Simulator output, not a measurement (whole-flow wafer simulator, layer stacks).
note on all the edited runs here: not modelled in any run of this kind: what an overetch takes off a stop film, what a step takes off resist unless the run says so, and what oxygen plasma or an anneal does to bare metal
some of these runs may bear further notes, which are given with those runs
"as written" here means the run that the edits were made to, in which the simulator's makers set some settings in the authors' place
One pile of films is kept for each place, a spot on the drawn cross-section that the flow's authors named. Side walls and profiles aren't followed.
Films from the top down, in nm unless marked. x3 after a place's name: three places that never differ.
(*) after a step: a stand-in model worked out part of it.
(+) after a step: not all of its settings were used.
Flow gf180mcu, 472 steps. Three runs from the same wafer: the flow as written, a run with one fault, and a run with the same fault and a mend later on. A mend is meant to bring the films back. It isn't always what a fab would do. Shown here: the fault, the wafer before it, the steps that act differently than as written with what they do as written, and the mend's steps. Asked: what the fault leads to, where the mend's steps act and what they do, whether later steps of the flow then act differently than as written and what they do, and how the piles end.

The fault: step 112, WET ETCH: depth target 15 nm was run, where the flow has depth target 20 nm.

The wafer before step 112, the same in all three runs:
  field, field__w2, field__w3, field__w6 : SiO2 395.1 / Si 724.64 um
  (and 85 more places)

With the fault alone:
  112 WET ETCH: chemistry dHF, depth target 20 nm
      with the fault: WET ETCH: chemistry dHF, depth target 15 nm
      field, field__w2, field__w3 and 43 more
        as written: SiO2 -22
        with the fault: SiO2 -16.5
  Later steps of the flow that act differently than as written (54 more steps differ only slightly, by at most 2% or 0.5 nm, whichever is larger, and aren't shown):
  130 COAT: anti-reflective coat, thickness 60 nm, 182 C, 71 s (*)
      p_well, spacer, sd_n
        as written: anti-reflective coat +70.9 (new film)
        with the fault: anti-reflective coat +76.1 (new film)
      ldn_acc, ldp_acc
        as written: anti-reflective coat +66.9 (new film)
        with the fault: anti-reflective coat +69 (new film)
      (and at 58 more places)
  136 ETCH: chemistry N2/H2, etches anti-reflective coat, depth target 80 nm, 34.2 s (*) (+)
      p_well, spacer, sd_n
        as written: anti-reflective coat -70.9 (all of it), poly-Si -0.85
        with the fault: anti-reflective coat -76.1 (all of it), poly-Si -0.71
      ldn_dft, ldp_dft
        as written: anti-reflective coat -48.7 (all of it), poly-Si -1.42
        with the fault: anti-reflective coat -46.2 (all of it), poly-Si -1.48
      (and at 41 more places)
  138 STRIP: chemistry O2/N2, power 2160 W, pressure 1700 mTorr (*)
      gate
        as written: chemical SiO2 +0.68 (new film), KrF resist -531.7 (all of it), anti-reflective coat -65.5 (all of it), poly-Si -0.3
        with the fault: chemical SiO2 +0.68 (new film), KrF resist -531.9 (all of it), anti-reflective coat -67.9 (all of it), poly-Si -0.3
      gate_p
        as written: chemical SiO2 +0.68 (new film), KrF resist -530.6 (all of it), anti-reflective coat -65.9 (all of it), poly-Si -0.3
        with the fault: chemical SiO2 +0.68 (new film), KrF resist -530.7 (all of it), anti-reflective coat -68.6 (all of it), poly-Si -0.3
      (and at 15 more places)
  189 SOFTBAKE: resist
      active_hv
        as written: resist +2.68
        with the fault: resist -0.47
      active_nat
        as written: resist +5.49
        with the fault: resist +9.3
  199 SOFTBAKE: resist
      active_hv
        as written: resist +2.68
        with the fault: resist -0.47
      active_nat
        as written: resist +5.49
        with the fault: resist +9.3
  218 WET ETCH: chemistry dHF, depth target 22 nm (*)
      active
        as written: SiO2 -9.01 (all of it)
        with the fault: SiO2 -8.28 (all of it)
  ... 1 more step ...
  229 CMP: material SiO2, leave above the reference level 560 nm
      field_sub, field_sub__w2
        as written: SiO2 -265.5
        with the fault: SiO2 -271.7
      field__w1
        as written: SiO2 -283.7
        with the fault: SiO2 -289.6
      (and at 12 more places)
  At the end the piles differ from the flow's by more than 2% or 0.5 nm, whichever is larger, at ld_sd_n.
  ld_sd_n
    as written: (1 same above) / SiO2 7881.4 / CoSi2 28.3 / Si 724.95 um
    with the fault: (1 same above) / SiO2 7881.4 / CoSi2 27.7 / Si 724.95 um

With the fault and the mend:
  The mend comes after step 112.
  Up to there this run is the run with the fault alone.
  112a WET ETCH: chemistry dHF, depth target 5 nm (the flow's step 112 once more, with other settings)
      field, field__w2, field__w3 and 43 more
        SiO2 -5
  Later steps of the flow that act differently than as written (57 more steps differ only slightly, by at most 2% or 0.5 nm, whichever is larger, and aren't shown):
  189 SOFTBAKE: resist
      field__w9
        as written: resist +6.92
        with the mend: resist -3.07
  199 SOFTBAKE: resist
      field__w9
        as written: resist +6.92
        with the mend: resist -3.07
  At the end the piles differ from the flow's only slightly at the places that both follow, by at most 2% or 0.5 nm, whichever is larger.
